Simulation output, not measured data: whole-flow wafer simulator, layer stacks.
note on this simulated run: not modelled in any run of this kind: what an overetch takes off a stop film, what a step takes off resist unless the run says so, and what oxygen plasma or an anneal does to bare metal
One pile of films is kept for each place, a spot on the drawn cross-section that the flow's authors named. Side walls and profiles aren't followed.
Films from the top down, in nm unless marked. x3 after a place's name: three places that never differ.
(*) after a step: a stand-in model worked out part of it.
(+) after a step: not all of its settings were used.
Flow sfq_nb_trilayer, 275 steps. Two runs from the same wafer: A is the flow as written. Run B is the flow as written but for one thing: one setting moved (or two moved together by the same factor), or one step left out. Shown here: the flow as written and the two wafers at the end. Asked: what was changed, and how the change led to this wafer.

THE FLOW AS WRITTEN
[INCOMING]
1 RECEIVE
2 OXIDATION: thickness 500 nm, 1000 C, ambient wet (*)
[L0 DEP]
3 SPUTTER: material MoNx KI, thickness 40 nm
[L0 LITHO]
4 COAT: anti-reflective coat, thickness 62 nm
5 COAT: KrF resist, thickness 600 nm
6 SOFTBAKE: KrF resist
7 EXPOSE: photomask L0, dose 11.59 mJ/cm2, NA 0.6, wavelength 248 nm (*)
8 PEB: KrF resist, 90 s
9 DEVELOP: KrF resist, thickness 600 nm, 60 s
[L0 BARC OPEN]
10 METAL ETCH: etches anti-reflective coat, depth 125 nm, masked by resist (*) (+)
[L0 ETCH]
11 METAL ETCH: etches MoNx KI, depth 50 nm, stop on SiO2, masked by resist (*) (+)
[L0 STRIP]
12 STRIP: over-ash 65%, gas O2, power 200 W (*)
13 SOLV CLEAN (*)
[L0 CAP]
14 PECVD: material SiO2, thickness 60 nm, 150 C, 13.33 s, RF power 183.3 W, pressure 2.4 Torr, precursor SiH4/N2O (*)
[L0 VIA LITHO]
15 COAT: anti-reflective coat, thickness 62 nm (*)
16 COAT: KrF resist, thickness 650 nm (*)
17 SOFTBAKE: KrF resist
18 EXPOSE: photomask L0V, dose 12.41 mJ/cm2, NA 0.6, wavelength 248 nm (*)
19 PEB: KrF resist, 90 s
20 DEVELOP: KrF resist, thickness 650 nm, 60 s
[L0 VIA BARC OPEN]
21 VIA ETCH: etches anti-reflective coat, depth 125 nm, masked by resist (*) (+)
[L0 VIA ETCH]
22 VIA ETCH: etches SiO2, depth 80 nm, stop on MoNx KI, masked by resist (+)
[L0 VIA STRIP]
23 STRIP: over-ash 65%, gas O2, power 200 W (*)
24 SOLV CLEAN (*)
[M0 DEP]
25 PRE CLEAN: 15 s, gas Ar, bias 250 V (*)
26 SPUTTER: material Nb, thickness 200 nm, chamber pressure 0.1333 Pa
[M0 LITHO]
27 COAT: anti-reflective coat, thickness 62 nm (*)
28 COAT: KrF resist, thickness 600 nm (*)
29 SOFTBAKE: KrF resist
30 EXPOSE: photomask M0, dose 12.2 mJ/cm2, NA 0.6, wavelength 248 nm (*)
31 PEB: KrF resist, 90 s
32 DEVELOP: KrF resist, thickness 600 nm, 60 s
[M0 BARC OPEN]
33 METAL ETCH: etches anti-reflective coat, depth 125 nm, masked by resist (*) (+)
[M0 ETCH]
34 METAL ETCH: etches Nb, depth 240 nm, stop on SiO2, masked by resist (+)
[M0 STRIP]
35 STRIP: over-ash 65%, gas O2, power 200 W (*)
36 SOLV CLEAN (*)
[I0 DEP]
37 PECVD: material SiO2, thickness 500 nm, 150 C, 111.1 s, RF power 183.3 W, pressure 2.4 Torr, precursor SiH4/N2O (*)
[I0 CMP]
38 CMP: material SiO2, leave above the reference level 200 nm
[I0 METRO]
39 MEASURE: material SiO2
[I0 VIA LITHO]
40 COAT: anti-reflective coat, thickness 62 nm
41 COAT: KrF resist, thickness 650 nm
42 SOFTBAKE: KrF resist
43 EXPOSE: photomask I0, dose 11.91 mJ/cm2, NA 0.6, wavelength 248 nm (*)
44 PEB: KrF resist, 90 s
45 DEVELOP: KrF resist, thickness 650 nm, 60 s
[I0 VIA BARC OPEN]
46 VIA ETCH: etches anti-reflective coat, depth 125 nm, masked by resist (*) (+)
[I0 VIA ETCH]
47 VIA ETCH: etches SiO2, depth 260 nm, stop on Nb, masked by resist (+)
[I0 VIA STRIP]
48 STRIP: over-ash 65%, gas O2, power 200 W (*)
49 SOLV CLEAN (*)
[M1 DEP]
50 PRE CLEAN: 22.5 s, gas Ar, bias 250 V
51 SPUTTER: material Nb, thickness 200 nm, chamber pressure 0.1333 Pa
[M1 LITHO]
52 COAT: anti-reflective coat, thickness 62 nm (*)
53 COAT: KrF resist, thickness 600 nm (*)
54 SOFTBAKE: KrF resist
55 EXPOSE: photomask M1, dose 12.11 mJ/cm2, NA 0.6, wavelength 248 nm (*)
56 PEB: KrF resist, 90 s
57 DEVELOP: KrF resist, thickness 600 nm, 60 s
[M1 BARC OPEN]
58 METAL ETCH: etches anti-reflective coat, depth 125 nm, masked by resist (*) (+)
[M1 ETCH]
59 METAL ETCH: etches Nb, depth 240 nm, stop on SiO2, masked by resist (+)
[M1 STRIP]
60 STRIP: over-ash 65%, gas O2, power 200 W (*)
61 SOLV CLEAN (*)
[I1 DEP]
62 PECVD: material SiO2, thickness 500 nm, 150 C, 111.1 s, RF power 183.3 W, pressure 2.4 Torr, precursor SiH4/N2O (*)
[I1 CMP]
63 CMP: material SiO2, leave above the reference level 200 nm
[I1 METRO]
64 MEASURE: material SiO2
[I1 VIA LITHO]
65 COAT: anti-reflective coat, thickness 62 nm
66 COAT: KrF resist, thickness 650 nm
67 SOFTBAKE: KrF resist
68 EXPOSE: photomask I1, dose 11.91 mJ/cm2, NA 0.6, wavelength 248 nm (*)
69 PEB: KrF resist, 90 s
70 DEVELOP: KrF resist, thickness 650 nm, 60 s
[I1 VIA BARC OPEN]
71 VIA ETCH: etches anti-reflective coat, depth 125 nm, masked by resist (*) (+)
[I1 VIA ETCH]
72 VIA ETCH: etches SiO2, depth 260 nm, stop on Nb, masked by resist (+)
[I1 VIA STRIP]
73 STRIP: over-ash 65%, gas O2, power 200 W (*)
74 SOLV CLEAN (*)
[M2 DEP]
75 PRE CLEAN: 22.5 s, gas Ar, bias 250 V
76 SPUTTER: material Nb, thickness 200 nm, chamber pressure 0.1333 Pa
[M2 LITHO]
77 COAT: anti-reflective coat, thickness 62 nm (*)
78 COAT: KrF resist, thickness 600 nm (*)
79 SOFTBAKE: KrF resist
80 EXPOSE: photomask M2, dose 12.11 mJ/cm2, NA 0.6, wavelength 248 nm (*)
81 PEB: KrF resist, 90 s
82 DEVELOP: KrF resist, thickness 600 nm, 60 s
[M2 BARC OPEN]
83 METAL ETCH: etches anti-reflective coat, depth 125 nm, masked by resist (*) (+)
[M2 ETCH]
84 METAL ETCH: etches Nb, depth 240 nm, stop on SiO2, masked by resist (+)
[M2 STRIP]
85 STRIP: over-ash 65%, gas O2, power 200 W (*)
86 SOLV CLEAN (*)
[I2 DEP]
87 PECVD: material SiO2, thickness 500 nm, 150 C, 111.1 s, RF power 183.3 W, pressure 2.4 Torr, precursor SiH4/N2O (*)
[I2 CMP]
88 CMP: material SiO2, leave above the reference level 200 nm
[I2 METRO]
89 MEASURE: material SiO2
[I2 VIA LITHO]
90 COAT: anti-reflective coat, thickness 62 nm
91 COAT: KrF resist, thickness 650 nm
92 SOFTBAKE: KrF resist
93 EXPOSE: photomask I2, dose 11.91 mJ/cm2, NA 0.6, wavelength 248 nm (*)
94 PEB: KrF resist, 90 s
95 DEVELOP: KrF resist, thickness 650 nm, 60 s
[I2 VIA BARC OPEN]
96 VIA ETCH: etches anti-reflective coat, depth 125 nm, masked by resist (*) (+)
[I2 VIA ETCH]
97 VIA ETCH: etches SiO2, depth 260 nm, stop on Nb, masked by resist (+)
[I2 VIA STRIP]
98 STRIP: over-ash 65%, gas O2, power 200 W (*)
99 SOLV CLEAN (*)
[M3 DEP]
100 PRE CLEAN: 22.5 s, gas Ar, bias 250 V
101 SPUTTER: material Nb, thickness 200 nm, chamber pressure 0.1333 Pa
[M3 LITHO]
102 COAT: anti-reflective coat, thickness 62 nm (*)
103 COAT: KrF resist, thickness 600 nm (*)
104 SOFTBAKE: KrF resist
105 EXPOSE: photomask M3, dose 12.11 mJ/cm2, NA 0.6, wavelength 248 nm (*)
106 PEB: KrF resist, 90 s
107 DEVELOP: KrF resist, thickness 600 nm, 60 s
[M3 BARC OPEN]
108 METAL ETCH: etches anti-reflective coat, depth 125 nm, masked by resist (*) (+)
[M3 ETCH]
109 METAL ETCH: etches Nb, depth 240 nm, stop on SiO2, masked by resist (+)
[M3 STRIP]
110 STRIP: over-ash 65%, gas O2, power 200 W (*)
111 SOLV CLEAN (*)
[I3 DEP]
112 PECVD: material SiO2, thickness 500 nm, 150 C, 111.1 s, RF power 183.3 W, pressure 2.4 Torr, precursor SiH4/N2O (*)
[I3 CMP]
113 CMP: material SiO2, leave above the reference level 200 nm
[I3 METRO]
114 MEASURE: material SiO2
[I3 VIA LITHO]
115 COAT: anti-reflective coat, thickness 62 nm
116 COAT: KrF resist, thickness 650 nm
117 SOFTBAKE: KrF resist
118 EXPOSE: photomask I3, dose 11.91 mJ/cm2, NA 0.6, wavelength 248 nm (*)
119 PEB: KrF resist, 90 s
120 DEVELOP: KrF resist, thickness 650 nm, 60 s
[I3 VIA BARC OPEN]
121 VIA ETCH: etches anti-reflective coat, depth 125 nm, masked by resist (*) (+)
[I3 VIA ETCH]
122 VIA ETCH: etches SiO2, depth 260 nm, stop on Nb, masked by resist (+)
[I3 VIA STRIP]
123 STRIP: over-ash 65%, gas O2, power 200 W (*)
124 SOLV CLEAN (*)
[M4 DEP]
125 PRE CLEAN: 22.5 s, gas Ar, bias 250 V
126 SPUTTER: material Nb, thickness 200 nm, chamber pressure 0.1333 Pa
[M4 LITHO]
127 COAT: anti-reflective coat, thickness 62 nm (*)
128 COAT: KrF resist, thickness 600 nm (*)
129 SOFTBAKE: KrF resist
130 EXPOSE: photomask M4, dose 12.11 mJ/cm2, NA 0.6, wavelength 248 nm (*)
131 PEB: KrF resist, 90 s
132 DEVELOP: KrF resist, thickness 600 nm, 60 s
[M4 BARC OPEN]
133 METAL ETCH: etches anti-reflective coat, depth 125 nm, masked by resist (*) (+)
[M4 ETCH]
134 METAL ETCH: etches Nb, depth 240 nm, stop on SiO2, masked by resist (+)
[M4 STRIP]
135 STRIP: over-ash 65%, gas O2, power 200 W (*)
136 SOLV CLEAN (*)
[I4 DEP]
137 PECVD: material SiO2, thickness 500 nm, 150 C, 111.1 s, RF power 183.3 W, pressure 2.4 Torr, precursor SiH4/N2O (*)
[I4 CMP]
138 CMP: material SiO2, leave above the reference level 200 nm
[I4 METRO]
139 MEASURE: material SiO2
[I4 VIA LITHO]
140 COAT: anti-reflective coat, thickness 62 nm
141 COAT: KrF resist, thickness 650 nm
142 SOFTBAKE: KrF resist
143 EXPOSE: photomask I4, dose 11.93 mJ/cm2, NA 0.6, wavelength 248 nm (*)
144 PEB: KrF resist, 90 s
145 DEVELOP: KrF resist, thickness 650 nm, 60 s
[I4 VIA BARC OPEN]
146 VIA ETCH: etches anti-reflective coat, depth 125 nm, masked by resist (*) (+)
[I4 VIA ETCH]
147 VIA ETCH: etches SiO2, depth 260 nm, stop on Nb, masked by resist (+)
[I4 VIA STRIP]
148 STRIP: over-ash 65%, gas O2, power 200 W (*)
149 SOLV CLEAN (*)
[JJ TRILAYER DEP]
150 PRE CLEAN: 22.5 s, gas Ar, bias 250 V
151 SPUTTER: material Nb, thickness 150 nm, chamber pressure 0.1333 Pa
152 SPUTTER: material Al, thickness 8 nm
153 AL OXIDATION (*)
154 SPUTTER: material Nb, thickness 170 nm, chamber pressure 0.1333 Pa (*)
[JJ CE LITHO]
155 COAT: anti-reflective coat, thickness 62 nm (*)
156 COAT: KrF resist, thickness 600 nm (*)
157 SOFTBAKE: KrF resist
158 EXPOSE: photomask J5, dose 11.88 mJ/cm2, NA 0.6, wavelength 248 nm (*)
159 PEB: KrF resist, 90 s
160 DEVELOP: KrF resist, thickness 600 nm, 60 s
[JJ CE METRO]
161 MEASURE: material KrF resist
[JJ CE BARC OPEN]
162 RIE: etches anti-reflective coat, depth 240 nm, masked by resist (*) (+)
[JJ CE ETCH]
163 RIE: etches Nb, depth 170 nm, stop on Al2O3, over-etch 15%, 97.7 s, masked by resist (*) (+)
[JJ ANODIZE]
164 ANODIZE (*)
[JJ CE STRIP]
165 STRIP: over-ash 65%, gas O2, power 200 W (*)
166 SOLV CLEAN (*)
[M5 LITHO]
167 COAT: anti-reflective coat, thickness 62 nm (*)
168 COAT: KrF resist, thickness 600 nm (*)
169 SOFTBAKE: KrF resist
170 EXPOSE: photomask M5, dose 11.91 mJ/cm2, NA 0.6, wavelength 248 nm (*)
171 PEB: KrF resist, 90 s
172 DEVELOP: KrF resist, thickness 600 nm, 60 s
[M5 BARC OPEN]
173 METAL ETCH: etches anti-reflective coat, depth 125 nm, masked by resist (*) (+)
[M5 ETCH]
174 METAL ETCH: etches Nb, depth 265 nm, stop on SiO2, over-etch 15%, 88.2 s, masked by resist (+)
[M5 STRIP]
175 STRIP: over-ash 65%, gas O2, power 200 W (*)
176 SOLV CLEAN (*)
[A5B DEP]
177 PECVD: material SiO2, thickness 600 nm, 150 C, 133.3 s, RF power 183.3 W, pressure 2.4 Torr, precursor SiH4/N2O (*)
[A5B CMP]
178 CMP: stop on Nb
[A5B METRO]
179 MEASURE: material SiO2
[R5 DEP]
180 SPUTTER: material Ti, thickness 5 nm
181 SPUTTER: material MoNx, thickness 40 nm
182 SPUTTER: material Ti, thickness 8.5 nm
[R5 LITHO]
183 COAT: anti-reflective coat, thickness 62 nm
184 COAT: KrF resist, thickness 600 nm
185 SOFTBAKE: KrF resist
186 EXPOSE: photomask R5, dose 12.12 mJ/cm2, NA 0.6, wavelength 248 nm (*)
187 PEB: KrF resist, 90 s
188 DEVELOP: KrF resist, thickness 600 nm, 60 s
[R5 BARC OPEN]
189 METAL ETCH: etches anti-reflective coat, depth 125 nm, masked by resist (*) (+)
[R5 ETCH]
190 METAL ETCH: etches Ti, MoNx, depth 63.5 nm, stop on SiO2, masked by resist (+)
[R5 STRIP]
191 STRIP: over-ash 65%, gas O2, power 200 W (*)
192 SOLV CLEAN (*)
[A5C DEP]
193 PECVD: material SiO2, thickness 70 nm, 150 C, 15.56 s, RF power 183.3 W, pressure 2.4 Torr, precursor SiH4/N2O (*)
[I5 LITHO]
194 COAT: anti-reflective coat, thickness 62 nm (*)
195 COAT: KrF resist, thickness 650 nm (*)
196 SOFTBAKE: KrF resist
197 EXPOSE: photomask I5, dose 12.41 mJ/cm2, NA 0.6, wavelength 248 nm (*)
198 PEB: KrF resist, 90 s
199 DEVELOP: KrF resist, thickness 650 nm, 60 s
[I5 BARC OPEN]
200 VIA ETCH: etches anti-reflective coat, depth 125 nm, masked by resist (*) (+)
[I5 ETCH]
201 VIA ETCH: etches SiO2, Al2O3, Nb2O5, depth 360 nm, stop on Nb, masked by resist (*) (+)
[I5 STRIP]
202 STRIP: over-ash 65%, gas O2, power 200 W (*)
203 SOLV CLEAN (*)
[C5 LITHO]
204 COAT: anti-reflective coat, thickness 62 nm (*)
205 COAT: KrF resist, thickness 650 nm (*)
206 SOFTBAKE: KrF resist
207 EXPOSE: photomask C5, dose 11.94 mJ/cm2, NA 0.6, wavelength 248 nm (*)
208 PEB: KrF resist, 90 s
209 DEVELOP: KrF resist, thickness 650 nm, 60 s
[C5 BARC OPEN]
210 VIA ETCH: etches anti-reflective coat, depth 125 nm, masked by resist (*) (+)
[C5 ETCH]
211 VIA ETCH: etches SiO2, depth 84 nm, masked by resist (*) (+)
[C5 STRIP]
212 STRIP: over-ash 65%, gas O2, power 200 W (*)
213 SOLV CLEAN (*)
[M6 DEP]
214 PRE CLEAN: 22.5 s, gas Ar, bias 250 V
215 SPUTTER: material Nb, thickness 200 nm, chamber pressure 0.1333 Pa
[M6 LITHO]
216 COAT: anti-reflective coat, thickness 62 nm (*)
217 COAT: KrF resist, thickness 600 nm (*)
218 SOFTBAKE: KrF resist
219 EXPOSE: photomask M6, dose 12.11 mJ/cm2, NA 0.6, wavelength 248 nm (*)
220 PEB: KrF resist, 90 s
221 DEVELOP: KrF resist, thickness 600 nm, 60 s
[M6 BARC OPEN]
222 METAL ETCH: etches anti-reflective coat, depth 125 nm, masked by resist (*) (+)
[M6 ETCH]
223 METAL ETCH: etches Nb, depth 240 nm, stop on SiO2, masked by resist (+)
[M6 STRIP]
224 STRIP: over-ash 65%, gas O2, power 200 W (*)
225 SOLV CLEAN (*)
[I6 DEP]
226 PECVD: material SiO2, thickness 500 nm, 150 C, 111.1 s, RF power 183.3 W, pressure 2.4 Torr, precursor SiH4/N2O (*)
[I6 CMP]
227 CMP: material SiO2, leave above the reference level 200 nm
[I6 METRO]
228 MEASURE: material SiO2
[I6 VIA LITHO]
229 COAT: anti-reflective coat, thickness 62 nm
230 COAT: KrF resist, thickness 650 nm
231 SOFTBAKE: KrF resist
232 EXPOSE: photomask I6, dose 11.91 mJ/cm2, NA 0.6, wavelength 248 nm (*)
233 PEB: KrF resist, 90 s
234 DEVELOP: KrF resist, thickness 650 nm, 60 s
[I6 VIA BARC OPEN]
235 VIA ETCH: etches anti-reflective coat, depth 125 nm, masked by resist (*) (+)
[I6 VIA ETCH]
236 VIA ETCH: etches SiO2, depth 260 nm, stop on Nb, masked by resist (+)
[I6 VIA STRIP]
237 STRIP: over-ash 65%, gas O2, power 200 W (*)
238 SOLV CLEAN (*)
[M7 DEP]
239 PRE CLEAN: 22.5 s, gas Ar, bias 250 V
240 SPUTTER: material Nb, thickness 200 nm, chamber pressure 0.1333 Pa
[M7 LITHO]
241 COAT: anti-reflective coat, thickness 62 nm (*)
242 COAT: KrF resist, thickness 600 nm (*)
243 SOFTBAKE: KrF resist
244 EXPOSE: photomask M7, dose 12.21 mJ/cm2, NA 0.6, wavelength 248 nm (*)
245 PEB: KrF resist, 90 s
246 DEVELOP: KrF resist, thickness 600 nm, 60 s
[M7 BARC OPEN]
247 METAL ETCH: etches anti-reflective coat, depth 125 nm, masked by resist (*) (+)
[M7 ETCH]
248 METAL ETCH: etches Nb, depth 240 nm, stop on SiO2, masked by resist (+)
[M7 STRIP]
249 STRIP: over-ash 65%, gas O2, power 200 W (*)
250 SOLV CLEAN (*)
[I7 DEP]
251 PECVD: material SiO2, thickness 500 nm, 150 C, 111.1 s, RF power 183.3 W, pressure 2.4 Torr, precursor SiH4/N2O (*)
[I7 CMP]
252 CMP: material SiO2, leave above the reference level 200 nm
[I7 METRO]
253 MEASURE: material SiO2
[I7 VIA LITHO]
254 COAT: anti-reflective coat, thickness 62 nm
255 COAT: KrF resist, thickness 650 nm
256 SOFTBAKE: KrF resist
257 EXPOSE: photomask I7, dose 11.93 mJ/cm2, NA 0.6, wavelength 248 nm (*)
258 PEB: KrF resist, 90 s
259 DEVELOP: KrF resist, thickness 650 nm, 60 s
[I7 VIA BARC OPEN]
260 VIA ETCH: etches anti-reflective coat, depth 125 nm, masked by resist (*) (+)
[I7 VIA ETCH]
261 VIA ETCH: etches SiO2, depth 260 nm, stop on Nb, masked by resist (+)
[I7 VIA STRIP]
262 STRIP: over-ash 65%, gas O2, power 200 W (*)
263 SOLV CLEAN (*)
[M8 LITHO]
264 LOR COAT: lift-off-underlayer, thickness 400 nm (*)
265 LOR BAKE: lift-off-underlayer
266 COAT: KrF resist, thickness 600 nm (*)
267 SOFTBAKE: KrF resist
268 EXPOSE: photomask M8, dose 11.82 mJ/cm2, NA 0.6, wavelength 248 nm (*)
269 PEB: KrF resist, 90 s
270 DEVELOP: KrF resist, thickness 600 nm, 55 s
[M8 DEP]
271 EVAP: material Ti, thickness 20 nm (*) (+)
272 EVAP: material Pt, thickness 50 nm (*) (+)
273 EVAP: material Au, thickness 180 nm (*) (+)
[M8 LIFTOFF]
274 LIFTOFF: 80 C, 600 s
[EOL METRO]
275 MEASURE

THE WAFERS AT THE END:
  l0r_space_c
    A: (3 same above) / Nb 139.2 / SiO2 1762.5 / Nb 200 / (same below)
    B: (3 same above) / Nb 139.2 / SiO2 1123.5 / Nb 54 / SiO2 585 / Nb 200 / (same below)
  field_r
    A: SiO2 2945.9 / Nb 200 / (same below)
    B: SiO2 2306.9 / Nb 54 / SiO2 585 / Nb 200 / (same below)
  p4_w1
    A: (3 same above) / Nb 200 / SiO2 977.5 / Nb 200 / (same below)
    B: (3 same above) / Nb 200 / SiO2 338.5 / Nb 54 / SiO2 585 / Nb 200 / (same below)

The cause: step 84, METAL ETCH: depth 146 nm was run, where the flow has depth 240 nm.

How the change led to this, step by step:
  84 METAL ETCH: etches Nb, depth 240 nm, stop on SiO2, masked by resist (+)
      field_l, be, be_sur and 81 more: A Nb -200 (all of it) | B Nb -146
      v_sur, via_wl, via_w and 19 more: A KrF resist -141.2 | B KrF resist -85.9
  85 STRIP: over-ash 65%, gas O2, power 200 W (*)
      wl_j_sl, wl_jj, wl_j_sr and 12 more: A KrF resist -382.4 (all of it), anti-reflective coat -62 (all of it) | B KrF resist -437.7 (all of it), anti-reflective coat -62 (all of it)
      v_sur: A KrF resist -380 (all of it), anti-reflective coat -61.4 (all of it) | B KrF resist -435.3 (all of it), anti-reflective coat -61.4 (all of it)
      (and at 6 more places)
  87 PECVD: material SiO2, thickness 500 nm, 150 C, 111.1 s, RF power 183.3 W, pressure 2.4 Torr, precursor SiH4/N2O (*)
      field_l, be, be_sur and 81 more: A SiO2 +500 | B SiO2 +500 (new film)
  88 CMP: material SiO2, leave above the reference level 200 nm
      field_l, be, be_sur and 81 more: A SiO2 -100 | B SiO2 -154
Counting metal films that touch as one body, l0r_space_c has 3 bodies (between them, from the top down: SiO2 1123.5; SiO2 585); the flow as written gives 2 bodies (between them, from the top down: SiO2 1762.5).
Counting metal films that touch as one body, field_r has 2 bodies (between them, from the top down: SiO2 585); the flow as written gives 1 body.
Counting metal films that touch as one body, p4_w1 has 4 bodies (between them, from the top down: SiO2 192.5; SiO2 338.5; SiO2 585); the flow as written gives 3 bodies (between them, from the top down: SiO2 192.5; SiO2 977.5).
